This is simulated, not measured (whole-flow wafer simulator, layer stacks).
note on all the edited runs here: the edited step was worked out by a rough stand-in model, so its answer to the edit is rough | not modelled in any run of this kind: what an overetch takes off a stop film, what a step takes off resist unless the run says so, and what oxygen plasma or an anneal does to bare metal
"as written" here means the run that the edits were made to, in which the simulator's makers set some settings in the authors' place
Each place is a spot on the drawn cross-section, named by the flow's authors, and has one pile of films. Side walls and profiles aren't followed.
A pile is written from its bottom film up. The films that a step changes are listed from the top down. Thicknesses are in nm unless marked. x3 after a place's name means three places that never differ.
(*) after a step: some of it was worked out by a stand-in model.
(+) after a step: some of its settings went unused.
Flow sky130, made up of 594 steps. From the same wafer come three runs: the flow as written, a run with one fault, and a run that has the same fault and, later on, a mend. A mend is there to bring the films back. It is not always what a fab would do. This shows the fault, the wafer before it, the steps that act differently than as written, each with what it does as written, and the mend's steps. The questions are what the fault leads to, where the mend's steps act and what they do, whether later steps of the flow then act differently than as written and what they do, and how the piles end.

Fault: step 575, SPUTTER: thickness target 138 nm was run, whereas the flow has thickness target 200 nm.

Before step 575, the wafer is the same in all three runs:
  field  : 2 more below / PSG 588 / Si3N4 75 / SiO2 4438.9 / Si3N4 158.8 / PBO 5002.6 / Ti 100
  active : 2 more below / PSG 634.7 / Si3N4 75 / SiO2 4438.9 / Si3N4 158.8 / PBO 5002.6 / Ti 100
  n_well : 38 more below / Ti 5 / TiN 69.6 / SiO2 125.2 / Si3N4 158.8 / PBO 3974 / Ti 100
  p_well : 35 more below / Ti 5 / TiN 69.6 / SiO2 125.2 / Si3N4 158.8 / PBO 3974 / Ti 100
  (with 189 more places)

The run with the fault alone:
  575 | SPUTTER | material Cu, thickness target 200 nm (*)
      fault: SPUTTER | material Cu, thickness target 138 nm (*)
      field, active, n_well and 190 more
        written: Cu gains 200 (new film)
        fault: Cu gains 138 (new film)
  Steps further on in the flow that do not act as written (7 more steps, not shown, differ only slightly: by at most 2% or 0.5 nm, whichever is larger):
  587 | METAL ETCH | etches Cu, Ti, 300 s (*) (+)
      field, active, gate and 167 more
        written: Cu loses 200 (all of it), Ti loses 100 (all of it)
        fault: Cu loses 138 (all of it), Ti loses 100 (all of it)
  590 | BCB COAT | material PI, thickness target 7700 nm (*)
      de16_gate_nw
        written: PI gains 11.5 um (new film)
        fault: PI gains 11.45 um (new film)
  The piles end different from the flow's at mim, sd_hvn, dext_nw_sti and 11 more by more than 2% or 0.5 nm, whichever is larger.
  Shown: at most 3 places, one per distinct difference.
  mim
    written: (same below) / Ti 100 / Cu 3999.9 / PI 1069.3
    fault: (same below) / Ti 100 / Cu 3937.9 / PI 1127.3
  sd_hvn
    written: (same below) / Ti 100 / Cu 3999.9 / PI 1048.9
    fault: (same below) / Ti 100 / Cu 3937.9 / PI 1108.6
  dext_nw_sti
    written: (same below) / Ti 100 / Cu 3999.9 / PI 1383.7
    fault: (same below) / Ti 100 / Cu 3937.9 / PI 1439.4

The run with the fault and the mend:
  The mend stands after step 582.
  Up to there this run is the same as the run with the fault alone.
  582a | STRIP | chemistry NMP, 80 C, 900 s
      wcut_nhv, wcut_phv, wcut_fox_pw and 23 more
        i-line resist loses 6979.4 (all of it)
      mim_edge_plate_strap, mim_edge_plate, mim_edge_gap, mim_edge_gap_sheet, vpp_l1ln, dnw_fox
        i-line resist loses 6980.8 (all of it)
      gate_len, gate_lvt_sd_len, gate_p_sd_len, gate_p_hvt_sd_len, gate_p_lvt_sd_len, gate_len_250
        i-line resist loses 6982 (all of it)
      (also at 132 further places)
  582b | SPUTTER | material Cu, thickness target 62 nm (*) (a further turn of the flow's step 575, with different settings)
      field, active, n_well and 190 more
        Cu gains 62
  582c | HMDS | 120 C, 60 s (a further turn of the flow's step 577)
      does not change any film at any place that is followed
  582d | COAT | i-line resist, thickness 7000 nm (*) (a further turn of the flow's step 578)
      dice_street, wcut_nhv, wcut_phv and 18 more
        i-line resist gains 7000 (new film)
      poly_ln, iso_pw_fox, gate_lvt_sd, active_lvt, spacer_lvt, sonos_sd, sonos_cell_x, sonos_guard_x
        i-line resist gains 7003.2 (new film)
      vpp_iso2, mim_edge_plate_strap, mim_edge_plate, mim_edge_gap, mim_edge_gap_sheet, gate_hv_nvt, de16_nw_sti
        i-line resist gains 7001.4 (new film)
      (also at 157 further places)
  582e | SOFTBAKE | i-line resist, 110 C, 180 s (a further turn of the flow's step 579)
      de16_gate_pw, de16_pw_fp, de16_pw_sti, de16_psrc_nw
        i-line resist loses 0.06
      field, active_lvt
        i-line resist gains 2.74
      mim, vcap_hvt
        i-line resist loses 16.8
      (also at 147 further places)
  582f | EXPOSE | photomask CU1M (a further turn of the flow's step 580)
      does not change any film at any place that is followed
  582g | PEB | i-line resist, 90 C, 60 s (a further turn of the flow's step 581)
      field, active, n_well and 134 more
        i-line resist loses 0.07
      pad
        i-line resist loses 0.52
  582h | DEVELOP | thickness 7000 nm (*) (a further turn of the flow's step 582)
      field, active, gate and 167 more
        i-line resist loses 20.6
      n_well, p_well, sd_n, sd_p
        i-line resist loses 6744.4 (all of it)
      dep_nw_sti, dep_ntap_nw, de16_nw_sti
        i-line resist loses 7000.7 (all of it)
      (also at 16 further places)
  Every later step of the flow that is run acts as written at every place that is followed.
  The piles end the same as the flow's at every place that both follow.
